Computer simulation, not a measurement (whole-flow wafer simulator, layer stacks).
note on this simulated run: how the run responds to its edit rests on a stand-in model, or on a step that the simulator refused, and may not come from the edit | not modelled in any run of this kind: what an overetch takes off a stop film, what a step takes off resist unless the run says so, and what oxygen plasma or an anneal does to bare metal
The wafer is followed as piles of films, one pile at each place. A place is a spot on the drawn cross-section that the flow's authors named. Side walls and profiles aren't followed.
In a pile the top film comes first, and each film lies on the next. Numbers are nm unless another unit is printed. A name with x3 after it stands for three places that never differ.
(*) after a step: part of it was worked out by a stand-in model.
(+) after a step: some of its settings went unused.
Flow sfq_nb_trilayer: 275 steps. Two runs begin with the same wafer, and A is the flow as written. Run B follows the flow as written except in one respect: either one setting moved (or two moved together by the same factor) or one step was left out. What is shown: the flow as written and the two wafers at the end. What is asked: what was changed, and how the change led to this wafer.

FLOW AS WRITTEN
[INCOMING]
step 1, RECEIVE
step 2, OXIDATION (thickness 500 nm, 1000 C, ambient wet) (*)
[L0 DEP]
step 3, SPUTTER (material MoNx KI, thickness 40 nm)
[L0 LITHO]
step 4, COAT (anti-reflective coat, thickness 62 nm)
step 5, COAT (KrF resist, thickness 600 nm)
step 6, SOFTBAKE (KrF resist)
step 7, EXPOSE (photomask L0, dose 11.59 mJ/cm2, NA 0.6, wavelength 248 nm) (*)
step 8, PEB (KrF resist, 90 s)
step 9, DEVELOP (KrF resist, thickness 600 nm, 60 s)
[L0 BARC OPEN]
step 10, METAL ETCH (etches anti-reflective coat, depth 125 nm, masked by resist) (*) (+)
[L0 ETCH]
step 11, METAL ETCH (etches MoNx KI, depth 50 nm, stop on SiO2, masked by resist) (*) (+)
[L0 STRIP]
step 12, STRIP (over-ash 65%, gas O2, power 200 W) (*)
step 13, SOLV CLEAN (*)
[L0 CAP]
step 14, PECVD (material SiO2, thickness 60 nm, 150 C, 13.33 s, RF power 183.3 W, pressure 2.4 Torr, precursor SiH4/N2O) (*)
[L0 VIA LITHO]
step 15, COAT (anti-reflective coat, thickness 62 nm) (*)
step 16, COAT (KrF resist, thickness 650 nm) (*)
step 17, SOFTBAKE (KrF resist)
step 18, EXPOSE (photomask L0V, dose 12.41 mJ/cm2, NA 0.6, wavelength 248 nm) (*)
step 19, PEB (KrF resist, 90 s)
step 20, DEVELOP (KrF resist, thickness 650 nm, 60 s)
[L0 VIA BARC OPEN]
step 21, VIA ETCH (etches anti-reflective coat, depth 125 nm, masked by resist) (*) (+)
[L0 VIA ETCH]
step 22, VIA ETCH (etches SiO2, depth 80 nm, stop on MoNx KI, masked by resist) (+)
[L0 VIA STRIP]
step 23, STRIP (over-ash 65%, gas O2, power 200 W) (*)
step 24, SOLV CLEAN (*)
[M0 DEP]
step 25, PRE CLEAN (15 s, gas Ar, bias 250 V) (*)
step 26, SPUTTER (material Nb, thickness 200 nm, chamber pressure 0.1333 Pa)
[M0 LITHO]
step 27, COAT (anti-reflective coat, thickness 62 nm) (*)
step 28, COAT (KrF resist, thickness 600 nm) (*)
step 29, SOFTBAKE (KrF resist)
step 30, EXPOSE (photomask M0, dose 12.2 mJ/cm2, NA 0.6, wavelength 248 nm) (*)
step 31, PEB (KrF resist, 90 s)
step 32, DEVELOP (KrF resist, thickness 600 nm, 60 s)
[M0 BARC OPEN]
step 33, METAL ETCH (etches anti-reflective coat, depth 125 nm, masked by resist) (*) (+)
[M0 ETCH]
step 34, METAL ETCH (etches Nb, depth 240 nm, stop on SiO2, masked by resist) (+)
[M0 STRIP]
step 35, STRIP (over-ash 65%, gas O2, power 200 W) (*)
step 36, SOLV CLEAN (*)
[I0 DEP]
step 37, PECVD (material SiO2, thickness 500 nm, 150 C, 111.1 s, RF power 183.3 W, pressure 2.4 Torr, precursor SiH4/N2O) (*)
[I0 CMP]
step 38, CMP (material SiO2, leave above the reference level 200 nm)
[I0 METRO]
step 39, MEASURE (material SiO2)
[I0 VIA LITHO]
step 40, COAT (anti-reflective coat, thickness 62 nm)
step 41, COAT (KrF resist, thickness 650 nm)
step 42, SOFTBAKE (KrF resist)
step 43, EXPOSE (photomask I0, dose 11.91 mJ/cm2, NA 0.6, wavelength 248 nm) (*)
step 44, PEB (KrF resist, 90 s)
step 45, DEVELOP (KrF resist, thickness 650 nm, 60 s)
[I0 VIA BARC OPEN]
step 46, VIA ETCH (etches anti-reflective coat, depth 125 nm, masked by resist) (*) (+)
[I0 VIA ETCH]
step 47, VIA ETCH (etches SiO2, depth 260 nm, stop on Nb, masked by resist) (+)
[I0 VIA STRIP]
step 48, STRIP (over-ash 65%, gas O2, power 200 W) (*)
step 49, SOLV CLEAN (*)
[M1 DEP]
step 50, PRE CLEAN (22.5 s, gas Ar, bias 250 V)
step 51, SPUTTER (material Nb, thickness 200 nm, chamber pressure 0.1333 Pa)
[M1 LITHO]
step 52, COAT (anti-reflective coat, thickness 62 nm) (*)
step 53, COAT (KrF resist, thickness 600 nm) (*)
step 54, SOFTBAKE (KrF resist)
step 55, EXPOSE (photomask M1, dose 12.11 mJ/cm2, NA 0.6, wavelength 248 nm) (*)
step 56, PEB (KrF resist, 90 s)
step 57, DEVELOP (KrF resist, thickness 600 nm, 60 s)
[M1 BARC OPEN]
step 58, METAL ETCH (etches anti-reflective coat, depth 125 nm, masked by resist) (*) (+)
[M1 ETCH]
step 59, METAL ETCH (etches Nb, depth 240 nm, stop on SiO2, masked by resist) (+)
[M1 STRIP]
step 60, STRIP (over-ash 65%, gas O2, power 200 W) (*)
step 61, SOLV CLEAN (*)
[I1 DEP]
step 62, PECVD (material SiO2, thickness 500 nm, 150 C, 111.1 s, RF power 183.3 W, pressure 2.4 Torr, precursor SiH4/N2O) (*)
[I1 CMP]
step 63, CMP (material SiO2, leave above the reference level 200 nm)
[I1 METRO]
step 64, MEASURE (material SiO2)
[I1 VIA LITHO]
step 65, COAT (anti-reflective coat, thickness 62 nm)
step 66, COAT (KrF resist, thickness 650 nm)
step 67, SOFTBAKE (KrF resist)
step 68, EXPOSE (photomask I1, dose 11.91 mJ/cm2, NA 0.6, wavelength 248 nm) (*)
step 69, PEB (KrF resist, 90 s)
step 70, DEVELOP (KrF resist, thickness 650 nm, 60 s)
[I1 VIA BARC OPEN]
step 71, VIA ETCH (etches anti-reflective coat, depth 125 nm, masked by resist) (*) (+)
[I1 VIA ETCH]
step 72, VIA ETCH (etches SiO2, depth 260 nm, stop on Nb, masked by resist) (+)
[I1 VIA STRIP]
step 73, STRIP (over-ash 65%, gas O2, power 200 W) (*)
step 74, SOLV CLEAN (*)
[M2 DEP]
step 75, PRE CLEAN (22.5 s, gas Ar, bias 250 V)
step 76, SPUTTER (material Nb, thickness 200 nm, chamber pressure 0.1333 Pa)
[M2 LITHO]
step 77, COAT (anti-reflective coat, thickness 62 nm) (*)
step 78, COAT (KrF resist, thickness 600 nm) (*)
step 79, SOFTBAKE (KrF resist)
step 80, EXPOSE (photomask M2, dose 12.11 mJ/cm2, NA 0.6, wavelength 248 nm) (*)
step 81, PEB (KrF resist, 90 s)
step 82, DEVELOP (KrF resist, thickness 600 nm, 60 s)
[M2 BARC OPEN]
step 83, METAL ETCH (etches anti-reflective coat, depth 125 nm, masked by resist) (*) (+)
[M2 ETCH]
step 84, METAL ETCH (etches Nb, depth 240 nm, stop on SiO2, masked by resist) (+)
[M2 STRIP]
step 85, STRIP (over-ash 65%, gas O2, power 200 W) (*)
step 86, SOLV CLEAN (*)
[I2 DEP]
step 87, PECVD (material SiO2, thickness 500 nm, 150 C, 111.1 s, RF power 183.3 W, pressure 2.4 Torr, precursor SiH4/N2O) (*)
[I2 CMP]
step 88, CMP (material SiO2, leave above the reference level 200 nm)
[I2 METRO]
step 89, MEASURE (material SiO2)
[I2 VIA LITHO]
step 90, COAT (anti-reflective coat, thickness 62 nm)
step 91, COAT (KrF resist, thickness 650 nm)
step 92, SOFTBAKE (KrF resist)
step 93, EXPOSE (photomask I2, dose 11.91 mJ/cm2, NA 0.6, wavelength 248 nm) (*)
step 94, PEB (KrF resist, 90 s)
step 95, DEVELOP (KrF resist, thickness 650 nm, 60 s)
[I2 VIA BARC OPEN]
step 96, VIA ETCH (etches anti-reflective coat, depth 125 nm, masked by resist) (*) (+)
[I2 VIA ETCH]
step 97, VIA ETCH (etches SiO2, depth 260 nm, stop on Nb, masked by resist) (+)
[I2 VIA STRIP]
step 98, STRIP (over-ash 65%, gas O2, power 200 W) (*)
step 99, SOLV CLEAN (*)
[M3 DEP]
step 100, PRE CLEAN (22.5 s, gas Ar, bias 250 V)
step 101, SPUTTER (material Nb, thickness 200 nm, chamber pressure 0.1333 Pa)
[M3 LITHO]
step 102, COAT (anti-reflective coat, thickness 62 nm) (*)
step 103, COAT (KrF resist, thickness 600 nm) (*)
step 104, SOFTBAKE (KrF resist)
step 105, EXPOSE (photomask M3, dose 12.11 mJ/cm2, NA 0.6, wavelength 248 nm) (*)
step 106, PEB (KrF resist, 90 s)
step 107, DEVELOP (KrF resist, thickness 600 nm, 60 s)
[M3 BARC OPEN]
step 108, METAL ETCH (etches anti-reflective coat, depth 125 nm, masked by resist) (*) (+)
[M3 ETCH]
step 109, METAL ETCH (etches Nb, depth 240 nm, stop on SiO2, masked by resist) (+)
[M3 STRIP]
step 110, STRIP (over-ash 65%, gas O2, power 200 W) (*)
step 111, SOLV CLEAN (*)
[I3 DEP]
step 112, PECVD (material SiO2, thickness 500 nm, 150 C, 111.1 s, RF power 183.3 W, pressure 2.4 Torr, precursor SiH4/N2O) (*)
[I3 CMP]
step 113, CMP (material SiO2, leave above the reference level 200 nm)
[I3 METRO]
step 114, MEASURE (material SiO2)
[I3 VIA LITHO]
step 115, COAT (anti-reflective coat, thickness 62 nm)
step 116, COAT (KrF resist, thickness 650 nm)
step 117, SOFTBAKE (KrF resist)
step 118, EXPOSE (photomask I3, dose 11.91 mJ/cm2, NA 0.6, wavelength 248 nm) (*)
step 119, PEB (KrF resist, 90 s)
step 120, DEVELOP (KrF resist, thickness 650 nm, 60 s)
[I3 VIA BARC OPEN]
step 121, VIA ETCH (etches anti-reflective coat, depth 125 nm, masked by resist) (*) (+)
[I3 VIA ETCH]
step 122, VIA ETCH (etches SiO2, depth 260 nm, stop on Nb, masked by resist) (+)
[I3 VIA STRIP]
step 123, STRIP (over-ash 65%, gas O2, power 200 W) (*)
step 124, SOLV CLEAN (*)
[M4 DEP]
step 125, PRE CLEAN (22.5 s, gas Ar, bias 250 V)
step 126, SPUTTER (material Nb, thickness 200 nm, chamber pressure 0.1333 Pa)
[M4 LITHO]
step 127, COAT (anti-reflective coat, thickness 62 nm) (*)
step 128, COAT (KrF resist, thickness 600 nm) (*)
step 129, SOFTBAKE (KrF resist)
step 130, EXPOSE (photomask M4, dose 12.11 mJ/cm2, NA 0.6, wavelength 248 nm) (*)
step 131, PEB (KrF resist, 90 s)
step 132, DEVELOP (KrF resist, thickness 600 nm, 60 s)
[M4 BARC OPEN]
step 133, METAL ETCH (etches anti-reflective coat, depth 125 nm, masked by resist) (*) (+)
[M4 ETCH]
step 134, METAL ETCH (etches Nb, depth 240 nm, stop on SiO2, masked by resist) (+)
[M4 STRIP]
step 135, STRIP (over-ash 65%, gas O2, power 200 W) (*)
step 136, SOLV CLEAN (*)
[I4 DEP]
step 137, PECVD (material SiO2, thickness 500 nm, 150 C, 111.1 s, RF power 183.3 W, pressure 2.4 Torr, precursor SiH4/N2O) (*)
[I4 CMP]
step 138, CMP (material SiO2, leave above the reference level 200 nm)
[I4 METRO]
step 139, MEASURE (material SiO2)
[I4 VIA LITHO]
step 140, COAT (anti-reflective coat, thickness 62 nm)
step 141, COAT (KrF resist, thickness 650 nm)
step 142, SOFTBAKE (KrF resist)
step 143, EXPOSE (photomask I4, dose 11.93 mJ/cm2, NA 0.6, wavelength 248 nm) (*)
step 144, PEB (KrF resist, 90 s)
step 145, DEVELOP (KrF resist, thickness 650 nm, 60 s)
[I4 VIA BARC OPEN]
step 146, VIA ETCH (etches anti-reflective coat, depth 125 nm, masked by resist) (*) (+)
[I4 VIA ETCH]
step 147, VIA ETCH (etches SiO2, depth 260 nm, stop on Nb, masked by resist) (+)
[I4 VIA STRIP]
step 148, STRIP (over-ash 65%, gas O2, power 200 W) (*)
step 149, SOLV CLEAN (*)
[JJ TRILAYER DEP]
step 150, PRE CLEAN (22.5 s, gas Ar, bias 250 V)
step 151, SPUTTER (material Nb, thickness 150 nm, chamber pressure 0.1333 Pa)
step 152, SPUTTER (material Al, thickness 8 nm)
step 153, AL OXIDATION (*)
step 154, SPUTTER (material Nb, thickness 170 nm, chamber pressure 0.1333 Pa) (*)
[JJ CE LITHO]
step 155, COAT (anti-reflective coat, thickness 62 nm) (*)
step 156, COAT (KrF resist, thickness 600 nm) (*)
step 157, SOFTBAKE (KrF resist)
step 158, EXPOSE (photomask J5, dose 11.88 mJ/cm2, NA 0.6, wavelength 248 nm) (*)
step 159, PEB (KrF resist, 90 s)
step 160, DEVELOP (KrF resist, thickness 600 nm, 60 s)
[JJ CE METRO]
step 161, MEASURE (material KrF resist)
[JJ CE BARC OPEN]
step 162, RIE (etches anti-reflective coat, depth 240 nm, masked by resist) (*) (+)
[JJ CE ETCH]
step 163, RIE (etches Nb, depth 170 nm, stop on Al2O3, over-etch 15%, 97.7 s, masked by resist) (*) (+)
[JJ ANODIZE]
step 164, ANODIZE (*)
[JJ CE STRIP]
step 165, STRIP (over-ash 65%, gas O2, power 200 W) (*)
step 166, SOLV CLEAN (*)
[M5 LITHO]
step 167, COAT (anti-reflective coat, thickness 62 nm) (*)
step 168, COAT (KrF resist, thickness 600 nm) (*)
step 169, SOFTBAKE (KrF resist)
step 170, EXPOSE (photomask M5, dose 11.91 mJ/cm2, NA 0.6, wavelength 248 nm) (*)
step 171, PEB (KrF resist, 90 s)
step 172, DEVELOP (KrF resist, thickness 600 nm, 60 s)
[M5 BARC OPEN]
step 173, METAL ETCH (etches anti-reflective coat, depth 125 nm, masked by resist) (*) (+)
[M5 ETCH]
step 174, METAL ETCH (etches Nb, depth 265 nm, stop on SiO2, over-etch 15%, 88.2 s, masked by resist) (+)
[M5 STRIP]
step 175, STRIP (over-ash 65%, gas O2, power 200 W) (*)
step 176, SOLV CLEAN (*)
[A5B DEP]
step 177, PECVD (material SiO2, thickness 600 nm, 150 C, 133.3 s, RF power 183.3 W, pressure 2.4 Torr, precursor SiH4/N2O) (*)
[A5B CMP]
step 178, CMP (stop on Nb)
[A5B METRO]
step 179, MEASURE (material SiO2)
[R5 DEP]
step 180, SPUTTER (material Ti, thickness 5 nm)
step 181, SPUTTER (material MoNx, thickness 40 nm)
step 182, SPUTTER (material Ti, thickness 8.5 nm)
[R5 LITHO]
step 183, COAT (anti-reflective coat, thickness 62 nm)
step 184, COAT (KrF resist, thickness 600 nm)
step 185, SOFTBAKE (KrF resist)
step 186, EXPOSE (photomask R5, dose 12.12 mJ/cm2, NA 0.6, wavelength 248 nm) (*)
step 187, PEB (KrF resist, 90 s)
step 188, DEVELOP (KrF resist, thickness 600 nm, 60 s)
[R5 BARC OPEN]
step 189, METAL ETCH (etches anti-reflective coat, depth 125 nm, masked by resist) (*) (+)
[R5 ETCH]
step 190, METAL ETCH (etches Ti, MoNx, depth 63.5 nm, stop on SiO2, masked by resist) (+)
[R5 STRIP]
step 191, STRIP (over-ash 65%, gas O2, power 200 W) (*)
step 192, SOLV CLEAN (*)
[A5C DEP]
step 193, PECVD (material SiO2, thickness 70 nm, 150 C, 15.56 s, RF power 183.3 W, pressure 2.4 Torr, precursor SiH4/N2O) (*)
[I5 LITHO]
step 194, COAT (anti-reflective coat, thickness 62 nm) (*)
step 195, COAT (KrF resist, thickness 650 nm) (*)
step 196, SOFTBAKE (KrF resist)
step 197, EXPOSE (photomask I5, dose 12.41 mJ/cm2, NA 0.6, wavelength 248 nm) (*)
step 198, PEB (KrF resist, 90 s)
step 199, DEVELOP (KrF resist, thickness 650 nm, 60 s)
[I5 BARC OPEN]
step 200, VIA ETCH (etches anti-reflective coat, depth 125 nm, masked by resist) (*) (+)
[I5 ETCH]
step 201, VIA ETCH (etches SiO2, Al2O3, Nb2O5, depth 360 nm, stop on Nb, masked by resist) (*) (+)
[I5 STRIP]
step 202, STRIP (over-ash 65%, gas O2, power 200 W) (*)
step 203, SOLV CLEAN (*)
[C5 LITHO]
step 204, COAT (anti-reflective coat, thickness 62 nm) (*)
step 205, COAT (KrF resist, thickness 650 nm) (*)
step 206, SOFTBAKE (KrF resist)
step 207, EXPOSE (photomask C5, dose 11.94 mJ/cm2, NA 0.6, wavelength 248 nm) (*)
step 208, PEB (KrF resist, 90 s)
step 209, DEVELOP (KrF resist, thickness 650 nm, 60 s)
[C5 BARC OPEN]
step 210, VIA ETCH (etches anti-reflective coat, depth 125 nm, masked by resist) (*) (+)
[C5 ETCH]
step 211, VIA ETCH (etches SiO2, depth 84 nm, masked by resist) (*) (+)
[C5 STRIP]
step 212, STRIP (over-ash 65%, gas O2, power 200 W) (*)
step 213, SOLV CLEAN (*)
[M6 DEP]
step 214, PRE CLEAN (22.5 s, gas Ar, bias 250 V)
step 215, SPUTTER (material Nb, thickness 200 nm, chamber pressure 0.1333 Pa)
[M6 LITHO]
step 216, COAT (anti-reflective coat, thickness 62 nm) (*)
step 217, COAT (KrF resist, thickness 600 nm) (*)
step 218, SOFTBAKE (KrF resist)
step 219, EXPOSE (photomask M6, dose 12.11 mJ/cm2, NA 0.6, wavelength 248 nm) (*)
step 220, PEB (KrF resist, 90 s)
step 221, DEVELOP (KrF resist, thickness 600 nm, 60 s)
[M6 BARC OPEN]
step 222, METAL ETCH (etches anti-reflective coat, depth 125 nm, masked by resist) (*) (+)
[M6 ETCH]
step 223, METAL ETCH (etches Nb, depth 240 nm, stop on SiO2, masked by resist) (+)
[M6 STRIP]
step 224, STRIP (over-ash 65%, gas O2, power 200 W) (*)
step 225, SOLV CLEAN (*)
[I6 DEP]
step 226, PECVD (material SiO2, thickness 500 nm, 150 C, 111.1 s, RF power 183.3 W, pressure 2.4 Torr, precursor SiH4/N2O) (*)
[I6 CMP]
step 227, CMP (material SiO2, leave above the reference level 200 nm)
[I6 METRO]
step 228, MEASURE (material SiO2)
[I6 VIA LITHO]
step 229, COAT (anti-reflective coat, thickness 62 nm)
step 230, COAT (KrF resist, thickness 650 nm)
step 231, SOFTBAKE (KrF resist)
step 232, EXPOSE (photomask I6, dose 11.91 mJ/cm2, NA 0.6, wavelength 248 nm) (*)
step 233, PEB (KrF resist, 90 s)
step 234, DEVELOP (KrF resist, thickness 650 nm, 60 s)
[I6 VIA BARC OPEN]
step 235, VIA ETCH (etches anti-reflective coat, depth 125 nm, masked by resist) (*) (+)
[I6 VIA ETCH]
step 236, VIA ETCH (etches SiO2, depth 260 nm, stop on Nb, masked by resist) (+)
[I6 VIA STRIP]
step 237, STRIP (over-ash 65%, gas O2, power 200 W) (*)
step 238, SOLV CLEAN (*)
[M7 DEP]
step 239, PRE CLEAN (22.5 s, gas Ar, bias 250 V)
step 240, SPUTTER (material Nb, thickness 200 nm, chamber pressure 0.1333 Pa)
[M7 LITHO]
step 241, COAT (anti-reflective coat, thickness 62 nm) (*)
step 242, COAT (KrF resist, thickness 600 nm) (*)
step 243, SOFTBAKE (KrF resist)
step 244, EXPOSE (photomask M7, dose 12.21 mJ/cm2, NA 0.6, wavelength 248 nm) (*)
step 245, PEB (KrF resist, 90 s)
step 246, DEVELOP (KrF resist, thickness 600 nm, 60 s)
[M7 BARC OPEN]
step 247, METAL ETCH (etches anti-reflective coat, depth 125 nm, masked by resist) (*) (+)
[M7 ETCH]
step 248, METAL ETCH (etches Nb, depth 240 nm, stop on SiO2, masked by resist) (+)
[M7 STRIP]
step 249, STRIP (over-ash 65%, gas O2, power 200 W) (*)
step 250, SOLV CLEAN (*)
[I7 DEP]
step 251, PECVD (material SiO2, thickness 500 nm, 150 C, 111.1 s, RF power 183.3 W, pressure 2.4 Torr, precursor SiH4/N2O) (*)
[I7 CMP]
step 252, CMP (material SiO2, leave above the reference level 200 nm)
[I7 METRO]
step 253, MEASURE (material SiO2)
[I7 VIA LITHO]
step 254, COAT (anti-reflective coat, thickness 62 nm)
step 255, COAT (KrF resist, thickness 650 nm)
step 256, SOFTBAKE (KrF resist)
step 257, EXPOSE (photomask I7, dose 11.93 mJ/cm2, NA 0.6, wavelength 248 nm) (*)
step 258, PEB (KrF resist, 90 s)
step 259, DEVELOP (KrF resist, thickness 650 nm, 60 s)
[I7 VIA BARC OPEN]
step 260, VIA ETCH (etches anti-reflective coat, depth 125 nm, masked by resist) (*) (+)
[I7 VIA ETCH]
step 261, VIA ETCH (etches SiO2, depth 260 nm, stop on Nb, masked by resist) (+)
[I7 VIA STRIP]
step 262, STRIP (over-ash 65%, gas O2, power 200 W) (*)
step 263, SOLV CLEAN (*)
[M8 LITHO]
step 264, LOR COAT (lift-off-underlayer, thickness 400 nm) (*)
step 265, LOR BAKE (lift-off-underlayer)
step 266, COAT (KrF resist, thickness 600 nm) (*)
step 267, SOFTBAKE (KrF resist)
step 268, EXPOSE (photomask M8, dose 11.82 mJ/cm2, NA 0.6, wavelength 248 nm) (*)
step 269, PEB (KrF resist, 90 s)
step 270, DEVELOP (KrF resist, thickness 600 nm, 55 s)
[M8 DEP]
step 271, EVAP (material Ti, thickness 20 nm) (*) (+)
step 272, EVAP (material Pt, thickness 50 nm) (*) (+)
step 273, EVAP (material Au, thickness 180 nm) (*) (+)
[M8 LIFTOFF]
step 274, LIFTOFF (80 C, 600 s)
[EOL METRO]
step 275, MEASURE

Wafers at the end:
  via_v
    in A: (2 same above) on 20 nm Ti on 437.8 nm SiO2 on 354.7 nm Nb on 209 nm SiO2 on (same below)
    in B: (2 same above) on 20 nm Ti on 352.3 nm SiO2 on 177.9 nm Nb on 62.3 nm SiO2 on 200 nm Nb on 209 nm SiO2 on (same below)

Cause: step 236, VIA ETCH: depth 130 nm was run, while the flow as written has depth 260 nm.

Step by step, how the change led to this:
  step 236, VIA ETCH (etches SiO2, depth 260 nm, stop on Nb, masked by resist) (+)
      via_v: A SiO2 loses 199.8 (all of it) | B SiO2 loses 130
      field_l, v_sur, via_wl and 102 more: A KrF resist loses 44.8 | B KrF resist loses 22.4
  step 237, STRIP (over-ash 65%, gas O2, power 200 W) (*)
      field_l, v_sur, via_wl and 102 more: A KrF resist loses 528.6 (all of it), anti-reflective coat loses 62 (all of it) | B KrF resist loses 551 (all of it), anti-reflective coat loses 62 (all of it)
  step 239, PRE CLEAN (22.5 s, gas Ar, bias 250 V)
      via_v: A Nb loses 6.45 | B SiO2 loses 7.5
  step 240, SPUTTER (material Nb, thickness 200 nm, chamber pressure 0.1333 Pa)
      via_v: A Nb gains 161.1 | B Nb gains 177.9 (new film)
  step 241, COAT (anti-reflective coat, thickness 62 nm) (*)
      via_sp: A anti-reflective coat gains 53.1 (new film) | B anti-reflective coat gains 54.3 (new film)
      via_v: A anti-reflective coat gains 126 (new film) | B anti-reflective coat gains 109.4 (new film)
      (and at 1 other place as well)
  step 242, COAT (KrF resist, thickness 600 nm) (*)
      via_v: A KrF resist gains 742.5 (new film) | B KrF resist gains 684.9 (new film)
  step 249, STRIP (over-ash 65%, gas O2, power 200 W) (*)
      via_sp: A KrF resist loses 373.6 (all of it), anti-reflective coat loses 53.1 (all of it) | B KrF resist loses 378.5 (all of it), anti-reflective coat loses 54.3 (all of it)
      via_v: A KrF resist loses 524.5 (all of it), anti-reflective coat loses 126 (all of it) | B KrF resist loses 467.1 (all of it), anti-reflective coat loses 109.4 (all of it)
      (and at 1 other place as well)
  step 251, PECVD (material SiO2, thickness 500 nm, 150 C, 111.1 s, RF power 183.3 W, pressure 2.4 Torr, precursor SiH4/N2O) (*)
      via_v: A SiO2 gains 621 (new film) | B SiO2 gains 509.3 (new film)
  step 252, CMP (material SiO2, leave above the reference level 200 nm)
      via_v: A SiO2 loses 183.1 | B SiO2 loses 157.1
Taking metal films that touch as one body, via_v has 7 bodies (between them, from the top down: SiO2 352.3; SiO2 62.3; SiO2 209 / Al2O3 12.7 / Nb2O5 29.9; SiO2 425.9; SiO2 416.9; SiO2 192.5); the flow as written gives 6 bodies (between them, from the top down: SiO2 437.8; SiO2 209 / Al2O3 12.7 / Nb2O5 29.9; SiO2 425.9; SiO2 416.9; SiO2 192.5).
